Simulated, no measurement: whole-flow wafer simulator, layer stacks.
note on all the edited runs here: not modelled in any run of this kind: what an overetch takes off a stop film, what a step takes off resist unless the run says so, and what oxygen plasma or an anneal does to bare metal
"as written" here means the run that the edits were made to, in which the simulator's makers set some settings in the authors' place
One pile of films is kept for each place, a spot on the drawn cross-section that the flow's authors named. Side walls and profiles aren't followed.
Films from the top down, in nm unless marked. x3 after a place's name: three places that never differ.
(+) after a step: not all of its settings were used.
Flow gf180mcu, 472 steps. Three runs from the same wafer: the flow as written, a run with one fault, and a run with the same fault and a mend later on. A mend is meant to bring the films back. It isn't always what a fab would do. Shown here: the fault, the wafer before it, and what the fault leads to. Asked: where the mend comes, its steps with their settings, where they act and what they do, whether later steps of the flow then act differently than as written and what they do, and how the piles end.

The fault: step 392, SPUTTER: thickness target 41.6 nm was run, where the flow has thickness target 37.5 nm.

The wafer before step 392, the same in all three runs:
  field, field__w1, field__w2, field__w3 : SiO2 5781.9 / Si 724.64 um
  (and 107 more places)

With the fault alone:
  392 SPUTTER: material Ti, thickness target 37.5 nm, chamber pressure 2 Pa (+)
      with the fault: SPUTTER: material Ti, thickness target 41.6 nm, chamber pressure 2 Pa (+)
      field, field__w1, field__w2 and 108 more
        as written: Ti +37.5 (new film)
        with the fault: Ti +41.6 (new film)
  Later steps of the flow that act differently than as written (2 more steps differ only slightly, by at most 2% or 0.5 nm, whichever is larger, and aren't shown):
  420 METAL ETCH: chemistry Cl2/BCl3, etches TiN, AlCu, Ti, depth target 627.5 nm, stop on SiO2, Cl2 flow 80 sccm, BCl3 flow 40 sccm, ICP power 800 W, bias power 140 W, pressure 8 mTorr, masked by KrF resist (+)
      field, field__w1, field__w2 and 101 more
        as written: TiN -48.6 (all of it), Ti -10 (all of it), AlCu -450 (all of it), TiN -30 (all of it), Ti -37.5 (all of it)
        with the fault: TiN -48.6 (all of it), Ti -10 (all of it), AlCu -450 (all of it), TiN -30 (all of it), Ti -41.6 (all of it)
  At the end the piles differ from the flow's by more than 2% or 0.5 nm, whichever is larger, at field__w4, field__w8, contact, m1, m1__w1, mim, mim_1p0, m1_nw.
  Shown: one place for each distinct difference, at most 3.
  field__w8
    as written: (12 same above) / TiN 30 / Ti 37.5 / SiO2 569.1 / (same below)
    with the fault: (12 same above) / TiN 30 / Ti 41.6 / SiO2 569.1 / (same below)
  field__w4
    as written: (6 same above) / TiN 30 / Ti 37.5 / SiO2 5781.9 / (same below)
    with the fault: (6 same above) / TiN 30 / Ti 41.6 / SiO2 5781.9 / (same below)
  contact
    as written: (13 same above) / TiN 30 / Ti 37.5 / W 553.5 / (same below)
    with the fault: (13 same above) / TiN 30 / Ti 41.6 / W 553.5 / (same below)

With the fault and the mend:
  The mend comes after step 392.
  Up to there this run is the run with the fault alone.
  392a METAL ETCH: chemistry Cl2/BCl3, etches TiN, AlCu, Ti, depth target 4.1 nm, Cl2 flow 80 sccm, BCl3 flow 40 sccm, ICP power 800 W, bias power 140 W, pressure 8 mTorr (the flow's step 260 once more, with other settings)
      field, field__w1, field__w2 and 108 more
        Ti -4.1
  No later step of the flow acts differently than as written at any place that is followed.
  At the end the piles are the same as the flow's at every place that both follow.
